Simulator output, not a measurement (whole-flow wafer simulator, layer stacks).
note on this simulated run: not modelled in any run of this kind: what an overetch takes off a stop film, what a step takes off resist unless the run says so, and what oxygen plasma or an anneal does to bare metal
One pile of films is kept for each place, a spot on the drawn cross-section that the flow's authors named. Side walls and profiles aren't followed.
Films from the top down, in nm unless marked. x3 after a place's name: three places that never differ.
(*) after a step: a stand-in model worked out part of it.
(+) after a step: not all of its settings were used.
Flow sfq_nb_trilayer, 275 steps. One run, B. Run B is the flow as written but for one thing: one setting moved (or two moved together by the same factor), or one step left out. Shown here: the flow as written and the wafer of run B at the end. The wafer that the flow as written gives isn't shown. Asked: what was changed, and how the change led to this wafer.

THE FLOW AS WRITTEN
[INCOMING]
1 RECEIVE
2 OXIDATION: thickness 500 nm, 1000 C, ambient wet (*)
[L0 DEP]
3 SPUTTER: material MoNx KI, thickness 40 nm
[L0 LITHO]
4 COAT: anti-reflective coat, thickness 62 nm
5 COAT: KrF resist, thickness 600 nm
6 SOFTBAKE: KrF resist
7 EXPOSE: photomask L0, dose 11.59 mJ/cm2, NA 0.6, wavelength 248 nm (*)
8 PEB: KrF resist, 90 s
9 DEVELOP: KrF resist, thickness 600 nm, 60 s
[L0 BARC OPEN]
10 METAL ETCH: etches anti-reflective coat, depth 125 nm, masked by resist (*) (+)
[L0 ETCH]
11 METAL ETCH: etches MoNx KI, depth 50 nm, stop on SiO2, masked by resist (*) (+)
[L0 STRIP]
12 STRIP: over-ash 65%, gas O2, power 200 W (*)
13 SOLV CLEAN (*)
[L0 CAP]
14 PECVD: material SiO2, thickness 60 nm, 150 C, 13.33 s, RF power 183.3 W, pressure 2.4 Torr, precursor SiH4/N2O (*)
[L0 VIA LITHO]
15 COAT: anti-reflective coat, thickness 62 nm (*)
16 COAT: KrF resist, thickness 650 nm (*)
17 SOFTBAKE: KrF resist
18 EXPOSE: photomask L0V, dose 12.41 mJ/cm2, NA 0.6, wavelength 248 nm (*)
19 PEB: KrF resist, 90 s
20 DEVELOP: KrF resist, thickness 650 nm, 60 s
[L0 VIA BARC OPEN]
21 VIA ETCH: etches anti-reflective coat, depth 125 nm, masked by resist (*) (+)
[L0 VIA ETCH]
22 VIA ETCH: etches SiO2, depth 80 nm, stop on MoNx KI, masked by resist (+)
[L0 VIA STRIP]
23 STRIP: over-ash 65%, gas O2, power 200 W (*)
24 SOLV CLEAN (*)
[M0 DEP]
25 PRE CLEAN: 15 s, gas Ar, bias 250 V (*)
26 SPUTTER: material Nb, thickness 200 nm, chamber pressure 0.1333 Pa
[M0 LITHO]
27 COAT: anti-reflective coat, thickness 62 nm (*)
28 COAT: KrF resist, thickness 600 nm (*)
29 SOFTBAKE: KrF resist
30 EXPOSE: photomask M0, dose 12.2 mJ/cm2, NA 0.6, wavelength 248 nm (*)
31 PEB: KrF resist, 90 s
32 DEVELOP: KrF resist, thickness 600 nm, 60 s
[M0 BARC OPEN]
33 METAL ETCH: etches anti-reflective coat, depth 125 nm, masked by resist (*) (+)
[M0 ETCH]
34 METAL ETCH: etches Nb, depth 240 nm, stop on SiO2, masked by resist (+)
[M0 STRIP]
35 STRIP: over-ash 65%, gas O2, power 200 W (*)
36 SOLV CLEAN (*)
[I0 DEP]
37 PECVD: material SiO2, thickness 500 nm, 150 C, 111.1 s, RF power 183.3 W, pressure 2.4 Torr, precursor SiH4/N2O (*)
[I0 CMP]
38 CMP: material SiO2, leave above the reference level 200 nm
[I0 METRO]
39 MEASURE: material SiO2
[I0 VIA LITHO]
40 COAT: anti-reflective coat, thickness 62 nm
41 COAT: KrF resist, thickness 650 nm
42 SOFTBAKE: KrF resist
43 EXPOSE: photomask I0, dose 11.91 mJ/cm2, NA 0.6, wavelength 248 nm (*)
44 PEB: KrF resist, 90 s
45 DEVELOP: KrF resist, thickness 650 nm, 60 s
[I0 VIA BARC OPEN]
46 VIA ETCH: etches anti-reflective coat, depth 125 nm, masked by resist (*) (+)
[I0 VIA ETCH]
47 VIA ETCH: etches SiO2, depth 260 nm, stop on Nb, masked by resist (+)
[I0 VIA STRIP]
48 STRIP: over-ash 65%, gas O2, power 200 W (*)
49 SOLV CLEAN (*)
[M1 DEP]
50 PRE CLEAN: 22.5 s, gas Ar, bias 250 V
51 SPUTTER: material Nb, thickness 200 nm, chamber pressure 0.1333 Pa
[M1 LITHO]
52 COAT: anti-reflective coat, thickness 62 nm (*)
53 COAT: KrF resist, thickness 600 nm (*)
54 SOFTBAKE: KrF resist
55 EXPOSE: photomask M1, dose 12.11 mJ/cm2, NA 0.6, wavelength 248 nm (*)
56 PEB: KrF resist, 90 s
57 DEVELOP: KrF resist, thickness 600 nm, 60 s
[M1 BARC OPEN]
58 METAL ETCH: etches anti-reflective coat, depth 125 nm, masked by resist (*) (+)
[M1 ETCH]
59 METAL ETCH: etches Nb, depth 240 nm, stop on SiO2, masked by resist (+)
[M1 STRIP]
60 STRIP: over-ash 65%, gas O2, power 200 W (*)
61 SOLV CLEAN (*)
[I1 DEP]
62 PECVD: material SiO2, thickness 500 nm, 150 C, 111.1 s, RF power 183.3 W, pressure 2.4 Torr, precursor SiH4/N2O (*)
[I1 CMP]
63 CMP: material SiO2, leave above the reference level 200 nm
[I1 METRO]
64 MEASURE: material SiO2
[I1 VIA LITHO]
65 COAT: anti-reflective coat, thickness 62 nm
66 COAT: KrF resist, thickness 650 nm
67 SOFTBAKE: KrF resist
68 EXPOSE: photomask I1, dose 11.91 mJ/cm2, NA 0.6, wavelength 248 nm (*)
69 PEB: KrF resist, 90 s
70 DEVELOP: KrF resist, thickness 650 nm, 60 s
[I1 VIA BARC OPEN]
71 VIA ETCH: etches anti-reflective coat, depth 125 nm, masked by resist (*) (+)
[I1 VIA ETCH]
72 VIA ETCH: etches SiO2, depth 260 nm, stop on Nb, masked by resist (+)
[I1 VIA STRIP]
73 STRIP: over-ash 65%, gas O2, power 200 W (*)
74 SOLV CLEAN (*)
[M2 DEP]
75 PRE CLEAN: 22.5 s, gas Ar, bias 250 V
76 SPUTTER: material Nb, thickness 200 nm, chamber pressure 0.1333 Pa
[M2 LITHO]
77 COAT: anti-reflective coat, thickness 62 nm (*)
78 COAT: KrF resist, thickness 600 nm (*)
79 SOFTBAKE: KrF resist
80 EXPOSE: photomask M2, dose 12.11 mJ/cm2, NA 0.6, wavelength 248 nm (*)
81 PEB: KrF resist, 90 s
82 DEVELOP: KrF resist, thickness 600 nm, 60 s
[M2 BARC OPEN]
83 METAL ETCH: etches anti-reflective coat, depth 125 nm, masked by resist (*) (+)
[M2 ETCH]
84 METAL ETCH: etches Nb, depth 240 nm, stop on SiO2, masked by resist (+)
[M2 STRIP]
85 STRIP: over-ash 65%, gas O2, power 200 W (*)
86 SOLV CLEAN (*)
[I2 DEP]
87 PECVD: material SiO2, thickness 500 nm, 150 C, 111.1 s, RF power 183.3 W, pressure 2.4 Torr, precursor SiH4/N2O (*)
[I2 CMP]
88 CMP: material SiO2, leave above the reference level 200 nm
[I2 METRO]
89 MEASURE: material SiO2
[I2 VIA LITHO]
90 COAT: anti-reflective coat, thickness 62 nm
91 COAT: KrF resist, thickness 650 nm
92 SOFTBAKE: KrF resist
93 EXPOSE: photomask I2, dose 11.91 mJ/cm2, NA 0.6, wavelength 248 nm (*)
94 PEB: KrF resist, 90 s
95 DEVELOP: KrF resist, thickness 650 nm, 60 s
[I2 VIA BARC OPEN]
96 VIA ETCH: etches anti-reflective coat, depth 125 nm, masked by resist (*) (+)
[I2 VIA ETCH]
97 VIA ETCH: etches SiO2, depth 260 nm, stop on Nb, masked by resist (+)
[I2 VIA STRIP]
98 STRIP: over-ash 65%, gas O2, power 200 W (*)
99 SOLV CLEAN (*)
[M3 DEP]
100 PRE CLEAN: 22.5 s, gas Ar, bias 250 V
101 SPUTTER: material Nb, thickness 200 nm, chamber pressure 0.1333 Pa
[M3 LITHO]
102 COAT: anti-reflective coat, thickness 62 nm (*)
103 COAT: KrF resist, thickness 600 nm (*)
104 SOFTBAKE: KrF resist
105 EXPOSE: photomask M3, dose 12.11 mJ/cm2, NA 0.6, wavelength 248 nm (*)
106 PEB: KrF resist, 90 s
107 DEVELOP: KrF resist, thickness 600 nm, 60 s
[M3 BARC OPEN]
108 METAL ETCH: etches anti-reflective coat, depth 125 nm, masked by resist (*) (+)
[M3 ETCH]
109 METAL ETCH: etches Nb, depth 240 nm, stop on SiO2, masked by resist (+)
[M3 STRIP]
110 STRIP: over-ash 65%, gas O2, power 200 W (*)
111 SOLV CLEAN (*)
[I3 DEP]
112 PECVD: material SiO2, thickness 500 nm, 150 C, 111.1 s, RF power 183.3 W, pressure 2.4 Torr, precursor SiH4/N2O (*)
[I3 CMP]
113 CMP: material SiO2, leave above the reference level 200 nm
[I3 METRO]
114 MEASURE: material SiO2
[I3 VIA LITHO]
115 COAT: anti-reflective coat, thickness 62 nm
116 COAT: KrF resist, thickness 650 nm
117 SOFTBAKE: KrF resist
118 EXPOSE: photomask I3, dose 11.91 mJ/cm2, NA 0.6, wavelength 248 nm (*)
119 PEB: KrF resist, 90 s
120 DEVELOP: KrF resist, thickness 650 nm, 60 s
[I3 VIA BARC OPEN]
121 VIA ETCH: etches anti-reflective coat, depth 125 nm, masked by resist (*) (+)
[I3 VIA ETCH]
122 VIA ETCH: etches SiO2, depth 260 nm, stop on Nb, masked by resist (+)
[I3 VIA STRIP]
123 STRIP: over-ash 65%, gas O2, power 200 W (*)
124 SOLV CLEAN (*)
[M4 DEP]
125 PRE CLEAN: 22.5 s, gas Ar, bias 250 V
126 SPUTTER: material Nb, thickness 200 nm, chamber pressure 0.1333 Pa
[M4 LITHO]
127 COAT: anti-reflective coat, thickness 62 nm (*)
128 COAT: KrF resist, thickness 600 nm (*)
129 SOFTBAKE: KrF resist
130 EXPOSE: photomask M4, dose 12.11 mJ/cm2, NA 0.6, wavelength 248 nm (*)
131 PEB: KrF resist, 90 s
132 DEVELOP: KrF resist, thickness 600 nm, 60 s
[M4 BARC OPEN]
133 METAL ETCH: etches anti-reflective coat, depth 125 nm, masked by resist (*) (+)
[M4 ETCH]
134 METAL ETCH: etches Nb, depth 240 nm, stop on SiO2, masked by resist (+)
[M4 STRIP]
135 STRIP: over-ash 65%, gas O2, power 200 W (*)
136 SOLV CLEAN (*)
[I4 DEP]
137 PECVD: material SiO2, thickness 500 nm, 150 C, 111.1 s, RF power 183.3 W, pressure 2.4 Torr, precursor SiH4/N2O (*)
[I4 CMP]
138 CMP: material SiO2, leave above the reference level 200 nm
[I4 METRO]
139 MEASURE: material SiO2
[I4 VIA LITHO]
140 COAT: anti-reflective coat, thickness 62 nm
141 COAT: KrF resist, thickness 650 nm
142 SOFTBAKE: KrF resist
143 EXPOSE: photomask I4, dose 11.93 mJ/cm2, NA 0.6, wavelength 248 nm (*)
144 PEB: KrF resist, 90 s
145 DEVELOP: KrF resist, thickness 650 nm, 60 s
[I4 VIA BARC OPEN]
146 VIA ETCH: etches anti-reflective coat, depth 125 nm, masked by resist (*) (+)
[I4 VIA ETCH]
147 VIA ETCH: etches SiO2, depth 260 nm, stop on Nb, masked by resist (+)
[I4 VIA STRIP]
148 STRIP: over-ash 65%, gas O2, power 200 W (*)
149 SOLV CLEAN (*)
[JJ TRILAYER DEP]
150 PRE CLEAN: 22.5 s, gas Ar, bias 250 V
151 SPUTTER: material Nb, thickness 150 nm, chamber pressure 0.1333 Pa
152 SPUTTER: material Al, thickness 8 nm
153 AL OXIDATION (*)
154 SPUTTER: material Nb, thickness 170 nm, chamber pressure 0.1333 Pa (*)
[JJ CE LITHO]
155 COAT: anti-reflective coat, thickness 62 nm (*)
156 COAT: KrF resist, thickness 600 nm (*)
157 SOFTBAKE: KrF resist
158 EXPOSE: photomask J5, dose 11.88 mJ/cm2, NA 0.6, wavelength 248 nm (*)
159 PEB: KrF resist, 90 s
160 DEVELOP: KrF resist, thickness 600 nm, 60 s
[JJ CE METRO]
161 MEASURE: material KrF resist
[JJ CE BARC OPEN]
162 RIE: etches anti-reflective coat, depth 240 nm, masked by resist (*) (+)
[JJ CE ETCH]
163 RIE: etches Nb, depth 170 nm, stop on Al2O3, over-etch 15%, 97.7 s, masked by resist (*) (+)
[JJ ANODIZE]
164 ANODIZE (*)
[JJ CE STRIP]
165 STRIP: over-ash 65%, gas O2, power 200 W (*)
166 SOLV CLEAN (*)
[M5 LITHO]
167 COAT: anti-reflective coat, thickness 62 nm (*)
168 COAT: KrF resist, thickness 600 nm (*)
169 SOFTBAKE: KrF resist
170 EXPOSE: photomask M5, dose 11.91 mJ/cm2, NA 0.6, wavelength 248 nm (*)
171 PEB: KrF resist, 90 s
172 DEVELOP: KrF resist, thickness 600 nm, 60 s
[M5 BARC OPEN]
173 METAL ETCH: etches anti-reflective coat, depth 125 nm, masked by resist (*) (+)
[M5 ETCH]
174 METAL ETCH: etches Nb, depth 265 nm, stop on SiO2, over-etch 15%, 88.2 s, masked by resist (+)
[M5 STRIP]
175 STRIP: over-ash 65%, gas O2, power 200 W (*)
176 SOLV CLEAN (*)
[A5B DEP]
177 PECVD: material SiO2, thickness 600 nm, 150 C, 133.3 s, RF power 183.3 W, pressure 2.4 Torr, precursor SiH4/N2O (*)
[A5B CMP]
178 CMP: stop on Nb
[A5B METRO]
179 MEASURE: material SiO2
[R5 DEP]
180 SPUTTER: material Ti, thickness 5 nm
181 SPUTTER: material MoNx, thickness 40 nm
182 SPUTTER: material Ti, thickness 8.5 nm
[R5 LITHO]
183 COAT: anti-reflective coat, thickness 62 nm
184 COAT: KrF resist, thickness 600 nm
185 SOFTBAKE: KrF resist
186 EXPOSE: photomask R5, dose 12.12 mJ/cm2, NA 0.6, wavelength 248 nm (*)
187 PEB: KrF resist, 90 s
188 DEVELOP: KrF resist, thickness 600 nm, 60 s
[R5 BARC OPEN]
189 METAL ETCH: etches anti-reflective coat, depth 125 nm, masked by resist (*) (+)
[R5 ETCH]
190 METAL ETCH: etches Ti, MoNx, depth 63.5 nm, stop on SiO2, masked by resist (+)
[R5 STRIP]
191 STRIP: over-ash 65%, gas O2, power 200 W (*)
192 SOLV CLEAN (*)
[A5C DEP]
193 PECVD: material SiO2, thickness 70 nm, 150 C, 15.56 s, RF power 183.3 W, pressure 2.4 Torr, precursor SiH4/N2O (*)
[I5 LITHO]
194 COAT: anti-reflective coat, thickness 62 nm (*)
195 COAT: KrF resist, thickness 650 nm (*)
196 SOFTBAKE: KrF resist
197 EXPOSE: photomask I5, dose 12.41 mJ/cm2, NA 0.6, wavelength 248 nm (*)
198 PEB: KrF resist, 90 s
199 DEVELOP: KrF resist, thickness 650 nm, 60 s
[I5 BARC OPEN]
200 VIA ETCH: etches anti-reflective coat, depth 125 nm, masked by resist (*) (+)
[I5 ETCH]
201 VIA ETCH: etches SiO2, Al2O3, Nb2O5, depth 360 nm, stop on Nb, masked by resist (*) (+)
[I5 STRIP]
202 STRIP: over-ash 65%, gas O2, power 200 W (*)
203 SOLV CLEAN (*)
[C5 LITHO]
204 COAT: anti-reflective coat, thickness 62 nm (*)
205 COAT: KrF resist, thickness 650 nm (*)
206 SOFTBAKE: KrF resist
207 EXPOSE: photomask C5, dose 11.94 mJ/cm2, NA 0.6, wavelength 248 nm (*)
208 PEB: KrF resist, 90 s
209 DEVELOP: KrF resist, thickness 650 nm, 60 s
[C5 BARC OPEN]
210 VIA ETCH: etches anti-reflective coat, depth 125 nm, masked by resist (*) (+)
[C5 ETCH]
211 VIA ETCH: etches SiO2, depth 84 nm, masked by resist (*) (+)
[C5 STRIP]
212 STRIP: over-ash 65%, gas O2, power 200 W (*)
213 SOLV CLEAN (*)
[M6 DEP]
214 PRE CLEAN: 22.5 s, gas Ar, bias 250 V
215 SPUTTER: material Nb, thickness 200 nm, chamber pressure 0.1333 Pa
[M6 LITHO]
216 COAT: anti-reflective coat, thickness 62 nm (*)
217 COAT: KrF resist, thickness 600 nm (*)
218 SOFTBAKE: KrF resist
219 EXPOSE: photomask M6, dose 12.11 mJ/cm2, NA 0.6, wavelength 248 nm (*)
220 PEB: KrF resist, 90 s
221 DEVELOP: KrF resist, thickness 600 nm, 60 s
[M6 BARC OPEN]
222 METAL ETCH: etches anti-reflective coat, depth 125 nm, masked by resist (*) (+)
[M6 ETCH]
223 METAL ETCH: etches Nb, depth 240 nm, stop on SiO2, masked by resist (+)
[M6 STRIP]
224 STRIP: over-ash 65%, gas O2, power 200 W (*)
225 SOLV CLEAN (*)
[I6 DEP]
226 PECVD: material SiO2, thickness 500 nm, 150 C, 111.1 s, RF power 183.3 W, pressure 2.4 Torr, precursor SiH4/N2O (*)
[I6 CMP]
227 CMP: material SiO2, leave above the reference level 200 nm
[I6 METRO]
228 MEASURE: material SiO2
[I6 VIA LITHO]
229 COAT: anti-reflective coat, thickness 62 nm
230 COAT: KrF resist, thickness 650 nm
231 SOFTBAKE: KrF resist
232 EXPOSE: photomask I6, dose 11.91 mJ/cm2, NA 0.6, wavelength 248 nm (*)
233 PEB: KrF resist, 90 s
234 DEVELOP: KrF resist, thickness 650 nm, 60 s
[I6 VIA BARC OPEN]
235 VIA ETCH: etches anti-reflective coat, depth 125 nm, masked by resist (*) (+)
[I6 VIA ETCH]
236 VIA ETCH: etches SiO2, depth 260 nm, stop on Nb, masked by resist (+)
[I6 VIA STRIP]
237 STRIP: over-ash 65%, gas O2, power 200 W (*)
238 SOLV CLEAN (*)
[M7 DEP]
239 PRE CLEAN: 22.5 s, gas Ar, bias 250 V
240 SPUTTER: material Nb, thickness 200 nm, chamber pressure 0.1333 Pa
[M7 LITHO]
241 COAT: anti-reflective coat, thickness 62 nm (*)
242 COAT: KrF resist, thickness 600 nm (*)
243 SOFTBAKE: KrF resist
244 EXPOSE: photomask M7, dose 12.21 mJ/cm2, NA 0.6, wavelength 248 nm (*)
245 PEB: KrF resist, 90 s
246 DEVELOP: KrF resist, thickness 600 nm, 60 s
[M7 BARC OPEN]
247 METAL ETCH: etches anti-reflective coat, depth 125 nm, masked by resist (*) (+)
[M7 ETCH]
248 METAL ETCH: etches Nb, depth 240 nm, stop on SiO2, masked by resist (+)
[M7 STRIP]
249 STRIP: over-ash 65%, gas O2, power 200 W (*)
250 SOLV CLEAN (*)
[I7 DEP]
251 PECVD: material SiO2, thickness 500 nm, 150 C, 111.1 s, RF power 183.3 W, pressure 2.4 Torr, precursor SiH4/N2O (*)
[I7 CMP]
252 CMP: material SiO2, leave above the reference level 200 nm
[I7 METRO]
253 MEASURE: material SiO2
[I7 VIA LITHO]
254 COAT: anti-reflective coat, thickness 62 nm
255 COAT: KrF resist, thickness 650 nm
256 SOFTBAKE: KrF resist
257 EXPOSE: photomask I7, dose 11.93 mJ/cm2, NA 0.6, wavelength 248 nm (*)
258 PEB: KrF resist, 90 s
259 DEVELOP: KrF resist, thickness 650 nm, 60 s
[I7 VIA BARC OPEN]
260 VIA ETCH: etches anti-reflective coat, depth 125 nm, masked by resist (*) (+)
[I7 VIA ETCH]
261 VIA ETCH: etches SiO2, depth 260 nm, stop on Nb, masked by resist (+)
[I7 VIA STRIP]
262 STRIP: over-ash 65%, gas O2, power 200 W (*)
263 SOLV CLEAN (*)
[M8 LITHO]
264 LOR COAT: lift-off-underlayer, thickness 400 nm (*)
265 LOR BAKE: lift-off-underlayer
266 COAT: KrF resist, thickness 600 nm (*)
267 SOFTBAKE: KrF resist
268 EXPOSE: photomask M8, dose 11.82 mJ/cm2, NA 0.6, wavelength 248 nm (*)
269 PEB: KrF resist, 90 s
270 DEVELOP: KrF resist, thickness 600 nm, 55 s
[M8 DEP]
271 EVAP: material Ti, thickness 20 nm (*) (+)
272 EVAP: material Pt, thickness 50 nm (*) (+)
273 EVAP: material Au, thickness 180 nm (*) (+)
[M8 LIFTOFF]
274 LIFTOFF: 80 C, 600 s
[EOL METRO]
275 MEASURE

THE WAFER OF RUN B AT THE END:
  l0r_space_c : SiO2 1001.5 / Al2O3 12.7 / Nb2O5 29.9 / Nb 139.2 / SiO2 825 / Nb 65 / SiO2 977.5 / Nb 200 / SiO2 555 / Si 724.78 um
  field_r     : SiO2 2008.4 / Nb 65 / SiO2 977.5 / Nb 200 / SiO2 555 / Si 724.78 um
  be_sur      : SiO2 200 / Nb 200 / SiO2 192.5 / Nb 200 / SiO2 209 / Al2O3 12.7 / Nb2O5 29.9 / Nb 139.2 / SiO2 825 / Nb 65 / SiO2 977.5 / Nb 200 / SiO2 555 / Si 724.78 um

The cause: step 101, SPUTTER: thickness 305 nm was run, where the flow has thickness 200 nm.

How the change led to this, step by step:
  101 SPUTTER: material Nb, thickness 200 nm, chamber pressure 0.1333 Pa
      field_l, v_sur, via_wl and 102 more: Nb +305 (new film) (as written it would be: Nb +200 (new film))
      via_w: Nb +254 (as written it would be: Nb +165.5)
  102 COAT: anti-reflective coat, thickness 62 nm (*)
      via_w: anti-reflective coat +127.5 (new film) (as written it would be: anti-reflective coat +124.8 (new film))
  109 METAL ETCH: etches Nb, depth 240 nm, stop on SiO2, masked by resist (+)
      field_l, be, be_sur and 72 more: Nb -240 (as written it would be: Nb -200 (all of it))
  110 STRIP: over-ash 65%, gas O2, power 200 W (*)
      via_w: KrF resist -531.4 (all of it), anti-reflective coat -127.5 (all of it) (as written it would be: KrF resist -520 (all of it), anti-reflective coat -124.8 (all of it))
  112 PECVD: material SiO2, thickness 500 nm, 150 C, 111.1 s, RF power 183.3 W, pressure 2.4 Torr, precursor SiH4/N2O (*)
      field_l, be, be_sur and 64 more: SiO2 +500 (new film) (as written it would be: SiO2 +500)
      p4_g1, p4_g2, p3_s0, p3_s1, p3_s2, p3_s3, p3_s4, p3_s5: SiO2 +597.1 (new film) (as written it would be: SiO2 +557.1)
  113 CMP: material SiO2, leave above the reference level 200 nm
      field_l, be, be_sur and 64 more: SiO2 -60 (as written it would be: SiO2 -100)
      via_w: SiO2 -157.1 (as written it would be: SiO2 -181.6)
Counting metal films that touch as one body, l0r_space_c has 3 bodies (between them, from the top down: SiO2 825; SiO2 977.5); the flow as written gives 2 bodies (between them, from the top down: SiO2 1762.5).
Counting metal films that touch as one body, field_r has 2 bodies (between them, from the top down: SiO2 977.5); the flow as written gives 1 body.
Counting metal films that touch as one body, be_sur has 5 bodies (between them, from the top down: SiO2 192.5; SiO2 209 / Al2O3 12.7 / Nb2O5 29.9; SiO2 825; SiO2 977.5); the flow as written gives 4 bodies (between them, from the top down: SiO2 192.5; SiO2 209 / Al2O3 12.7 / Nb2O5 29.9; SiO2 1762.5).
